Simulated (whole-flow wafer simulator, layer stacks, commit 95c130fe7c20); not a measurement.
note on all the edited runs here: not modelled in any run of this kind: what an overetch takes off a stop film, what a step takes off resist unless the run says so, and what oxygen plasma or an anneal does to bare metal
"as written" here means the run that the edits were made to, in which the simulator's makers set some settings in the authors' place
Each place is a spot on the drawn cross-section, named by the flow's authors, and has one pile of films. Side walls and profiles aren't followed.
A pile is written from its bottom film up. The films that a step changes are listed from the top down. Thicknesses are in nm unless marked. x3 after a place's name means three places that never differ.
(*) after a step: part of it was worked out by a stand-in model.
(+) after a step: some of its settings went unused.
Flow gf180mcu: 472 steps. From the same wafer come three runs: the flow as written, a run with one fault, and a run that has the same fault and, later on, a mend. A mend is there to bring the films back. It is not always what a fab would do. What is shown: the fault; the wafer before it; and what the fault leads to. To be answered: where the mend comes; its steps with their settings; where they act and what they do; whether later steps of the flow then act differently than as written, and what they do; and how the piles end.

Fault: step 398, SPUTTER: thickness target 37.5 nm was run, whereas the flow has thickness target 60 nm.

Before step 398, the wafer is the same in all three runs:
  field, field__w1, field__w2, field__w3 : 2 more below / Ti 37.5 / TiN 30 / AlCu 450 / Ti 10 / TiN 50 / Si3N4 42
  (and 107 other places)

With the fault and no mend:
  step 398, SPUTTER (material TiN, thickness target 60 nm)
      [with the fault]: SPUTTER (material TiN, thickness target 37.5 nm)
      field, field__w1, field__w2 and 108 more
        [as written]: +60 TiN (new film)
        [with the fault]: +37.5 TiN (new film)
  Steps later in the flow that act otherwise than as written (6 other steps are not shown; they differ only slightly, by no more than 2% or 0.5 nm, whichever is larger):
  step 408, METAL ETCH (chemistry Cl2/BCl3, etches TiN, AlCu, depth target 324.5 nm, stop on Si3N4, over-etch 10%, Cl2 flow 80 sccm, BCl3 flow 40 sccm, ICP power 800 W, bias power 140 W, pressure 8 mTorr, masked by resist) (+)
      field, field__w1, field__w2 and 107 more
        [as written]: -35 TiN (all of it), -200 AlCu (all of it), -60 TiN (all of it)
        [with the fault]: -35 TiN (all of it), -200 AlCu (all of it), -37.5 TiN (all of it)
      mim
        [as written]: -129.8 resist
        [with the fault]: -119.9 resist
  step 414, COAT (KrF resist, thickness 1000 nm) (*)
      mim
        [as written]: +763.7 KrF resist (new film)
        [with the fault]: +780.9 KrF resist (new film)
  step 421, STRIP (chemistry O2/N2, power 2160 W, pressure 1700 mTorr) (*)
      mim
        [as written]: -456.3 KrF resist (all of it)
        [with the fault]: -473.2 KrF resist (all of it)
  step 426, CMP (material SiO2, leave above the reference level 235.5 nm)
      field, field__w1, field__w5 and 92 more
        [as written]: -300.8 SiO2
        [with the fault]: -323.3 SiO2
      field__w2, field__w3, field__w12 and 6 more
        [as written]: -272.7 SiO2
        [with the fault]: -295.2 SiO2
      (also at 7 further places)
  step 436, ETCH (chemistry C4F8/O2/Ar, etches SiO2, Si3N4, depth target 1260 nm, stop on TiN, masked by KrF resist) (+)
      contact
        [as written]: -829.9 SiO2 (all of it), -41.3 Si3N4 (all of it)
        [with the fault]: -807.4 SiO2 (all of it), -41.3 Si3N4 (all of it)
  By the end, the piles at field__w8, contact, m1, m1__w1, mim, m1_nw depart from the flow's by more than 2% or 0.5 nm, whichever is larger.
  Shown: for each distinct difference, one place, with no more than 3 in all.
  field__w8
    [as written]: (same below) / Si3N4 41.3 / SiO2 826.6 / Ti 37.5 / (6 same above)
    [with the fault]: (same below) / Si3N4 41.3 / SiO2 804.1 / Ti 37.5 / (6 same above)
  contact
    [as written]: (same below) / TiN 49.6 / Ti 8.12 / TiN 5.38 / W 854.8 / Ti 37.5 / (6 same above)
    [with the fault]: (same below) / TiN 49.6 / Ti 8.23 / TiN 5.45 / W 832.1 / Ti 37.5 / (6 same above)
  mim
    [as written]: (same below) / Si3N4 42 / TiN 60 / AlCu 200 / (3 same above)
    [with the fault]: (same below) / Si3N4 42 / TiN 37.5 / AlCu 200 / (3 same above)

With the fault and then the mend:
  After step 398 comes the mend.
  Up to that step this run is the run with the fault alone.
  step 398a, SPUTTER (material TiN, thickness target 22.5 nm) (the flow's step 398 again, with other settings)
      field, field__w1, field__w2 and 108 more
        +22.5 TiN
  Later steps of the flow that are run all act as written at every place that is followed.
  By the end, the piles equal the flow's at every place that both follow.
